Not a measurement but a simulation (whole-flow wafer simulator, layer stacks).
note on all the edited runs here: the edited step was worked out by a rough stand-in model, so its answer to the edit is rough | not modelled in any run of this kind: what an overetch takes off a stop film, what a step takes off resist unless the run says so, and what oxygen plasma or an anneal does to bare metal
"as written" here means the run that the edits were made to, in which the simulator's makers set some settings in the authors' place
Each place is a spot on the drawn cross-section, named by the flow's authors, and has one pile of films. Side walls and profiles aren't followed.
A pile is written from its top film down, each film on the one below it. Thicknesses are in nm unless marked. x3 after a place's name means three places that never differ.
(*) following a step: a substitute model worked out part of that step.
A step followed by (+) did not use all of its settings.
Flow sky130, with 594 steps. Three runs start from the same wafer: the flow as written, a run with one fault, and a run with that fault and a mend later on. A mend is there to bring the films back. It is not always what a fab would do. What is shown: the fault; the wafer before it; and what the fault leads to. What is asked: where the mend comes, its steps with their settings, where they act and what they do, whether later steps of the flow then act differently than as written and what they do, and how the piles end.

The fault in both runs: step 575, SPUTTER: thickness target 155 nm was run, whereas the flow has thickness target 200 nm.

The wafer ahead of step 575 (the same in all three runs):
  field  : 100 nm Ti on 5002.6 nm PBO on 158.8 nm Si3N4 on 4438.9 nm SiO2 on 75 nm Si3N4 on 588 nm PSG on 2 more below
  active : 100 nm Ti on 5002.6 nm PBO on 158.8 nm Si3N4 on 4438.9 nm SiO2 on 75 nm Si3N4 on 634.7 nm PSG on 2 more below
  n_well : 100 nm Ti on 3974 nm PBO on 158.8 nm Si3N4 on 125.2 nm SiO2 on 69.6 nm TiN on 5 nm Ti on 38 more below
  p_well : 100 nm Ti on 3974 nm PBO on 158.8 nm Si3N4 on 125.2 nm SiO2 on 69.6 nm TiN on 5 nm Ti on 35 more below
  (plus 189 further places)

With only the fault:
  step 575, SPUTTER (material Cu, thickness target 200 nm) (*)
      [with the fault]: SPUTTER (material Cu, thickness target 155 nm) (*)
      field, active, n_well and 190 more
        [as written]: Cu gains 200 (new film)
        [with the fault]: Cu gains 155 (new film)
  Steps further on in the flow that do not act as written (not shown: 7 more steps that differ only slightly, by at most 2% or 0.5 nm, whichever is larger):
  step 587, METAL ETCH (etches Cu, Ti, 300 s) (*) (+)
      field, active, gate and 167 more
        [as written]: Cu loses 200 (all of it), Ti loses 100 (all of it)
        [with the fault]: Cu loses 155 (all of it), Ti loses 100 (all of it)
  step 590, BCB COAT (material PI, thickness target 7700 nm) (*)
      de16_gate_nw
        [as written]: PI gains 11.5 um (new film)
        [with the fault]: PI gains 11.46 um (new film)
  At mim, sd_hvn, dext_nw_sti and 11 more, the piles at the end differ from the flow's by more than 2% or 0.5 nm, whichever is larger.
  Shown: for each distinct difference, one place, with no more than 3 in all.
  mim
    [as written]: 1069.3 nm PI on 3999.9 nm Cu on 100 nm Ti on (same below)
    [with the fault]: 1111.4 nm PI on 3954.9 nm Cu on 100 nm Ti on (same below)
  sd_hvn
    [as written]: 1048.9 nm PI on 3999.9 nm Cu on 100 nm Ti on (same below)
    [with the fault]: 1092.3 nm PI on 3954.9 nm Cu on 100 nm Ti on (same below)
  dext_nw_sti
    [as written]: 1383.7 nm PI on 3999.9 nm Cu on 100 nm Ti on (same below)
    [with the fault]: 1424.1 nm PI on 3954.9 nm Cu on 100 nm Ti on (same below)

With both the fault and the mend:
  The mend follows step 575.
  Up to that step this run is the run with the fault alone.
  step 575a, SPUTTER (material Cu, thickness target 45 nm) (*) (the flow's step 575, run once more with other settings)
      field, active, n_well and 190 more
        Cu gains 45
  Later steps of the flow that are run all act as written at every place that is followed.
  At every place that both follow, the piles at the end match the flow's.
